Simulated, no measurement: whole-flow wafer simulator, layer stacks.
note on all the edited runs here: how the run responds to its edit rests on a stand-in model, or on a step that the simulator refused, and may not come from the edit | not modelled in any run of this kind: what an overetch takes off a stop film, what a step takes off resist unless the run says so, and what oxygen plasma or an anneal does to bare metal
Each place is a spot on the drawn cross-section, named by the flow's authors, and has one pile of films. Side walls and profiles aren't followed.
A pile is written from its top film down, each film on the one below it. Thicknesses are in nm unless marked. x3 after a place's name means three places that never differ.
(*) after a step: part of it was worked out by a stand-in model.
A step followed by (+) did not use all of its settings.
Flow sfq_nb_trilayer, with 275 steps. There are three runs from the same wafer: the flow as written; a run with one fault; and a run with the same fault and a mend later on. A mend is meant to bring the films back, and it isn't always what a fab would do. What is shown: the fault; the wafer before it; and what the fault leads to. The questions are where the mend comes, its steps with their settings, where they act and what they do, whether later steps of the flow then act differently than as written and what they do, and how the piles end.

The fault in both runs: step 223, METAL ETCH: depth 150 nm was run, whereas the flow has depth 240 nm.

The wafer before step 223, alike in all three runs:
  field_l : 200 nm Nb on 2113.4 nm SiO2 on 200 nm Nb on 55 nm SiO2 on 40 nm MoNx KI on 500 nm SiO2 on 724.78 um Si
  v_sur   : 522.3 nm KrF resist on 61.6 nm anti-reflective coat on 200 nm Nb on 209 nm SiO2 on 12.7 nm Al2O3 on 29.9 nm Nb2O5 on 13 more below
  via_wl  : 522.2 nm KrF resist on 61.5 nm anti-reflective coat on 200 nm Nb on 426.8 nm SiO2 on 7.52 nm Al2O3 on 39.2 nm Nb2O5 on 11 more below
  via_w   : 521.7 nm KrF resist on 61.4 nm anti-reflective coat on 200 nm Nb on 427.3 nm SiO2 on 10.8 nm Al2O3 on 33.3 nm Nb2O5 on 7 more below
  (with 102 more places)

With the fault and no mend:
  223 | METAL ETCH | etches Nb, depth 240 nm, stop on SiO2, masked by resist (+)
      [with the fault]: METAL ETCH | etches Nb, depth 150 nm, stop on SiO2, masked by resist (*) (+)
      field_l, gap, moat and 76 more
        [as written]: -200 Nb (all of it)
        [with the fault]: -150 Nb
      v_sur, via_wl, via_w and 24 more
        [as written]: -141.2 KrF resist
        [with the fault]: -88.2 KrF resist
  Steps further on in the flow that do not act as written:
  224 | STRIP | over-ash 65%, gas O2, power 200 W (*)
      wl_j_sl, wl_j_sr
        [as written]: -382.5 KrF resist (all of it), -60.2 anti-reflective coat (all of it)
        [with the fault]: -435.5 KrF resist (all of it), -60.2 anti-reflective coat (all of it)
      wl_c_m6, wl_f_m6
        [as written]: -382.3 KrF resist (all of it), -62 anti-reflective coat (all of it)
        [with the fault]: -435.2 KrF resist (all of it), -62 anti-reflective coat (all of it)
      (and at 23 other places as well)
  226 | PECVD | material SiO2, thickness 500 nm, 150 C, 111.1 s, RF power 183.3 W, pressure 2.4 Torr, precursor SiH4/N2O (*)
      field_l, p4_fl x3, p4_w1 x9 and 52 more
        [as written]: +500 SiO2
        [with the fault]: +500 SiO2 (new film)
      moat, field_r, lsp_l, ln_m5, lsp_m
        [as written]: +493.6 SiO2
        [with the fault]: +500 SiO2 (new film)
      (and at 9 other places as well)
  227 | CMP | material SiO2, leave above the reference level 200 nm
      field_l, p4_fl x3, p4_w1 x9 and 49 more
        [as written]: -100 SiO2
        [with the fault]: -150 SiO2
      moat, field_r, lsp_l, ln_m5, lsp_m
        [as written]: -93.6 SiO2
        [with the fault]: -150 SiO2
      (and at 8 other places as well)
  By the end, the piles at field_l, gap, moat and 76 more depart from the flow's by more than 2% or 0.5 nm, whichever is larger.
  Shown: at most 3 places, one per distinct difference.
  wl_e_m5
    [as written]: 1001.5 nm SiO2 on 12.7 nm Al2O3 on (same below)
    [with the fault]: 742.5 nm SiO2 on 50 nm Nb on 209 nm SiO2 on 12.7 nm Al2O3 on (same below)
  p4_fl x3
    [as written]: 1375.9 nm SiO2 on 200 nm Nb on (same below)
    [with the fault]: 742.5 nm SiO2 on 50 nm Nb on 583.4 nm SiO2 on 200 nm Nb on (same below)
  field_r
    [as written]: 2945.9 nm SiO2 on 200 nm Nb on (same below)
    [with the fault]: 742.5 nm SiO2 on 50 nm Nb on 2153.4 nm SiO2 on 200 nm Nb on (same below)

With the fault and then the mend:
  The mend stands after step 223.
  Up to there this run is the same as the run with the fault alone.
  223a | METAL ETCH | etches Nb, depth 90 nm, stop on SiO2, masked by resist (+) (a further turn of the flow's step 223, with different settings)
      field_l, gap, moat and 76 more
        -50 Nb (all of it)
      v_sur, via_wl, via_w and 24 more
        -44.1 KrF resist
  Steps further on in the flow that do not act as written:
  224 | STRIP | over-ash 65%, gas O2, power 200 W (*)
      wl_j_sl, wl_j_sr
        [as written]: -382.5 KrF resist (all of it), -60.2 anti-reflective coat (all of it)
        [with the mend]: -391.3 KrF resist (all of it), -60.2 anti-reflective coat (all of it)
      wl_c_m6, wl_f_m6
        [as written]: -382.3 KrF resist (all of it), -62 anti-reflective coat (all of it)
        [with the mend]: -391.1 KrF resist (all of it), -62 anti-reflective coat (all of it)
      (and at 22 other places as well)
  The piles end the same as the flow's at every place that both follow.
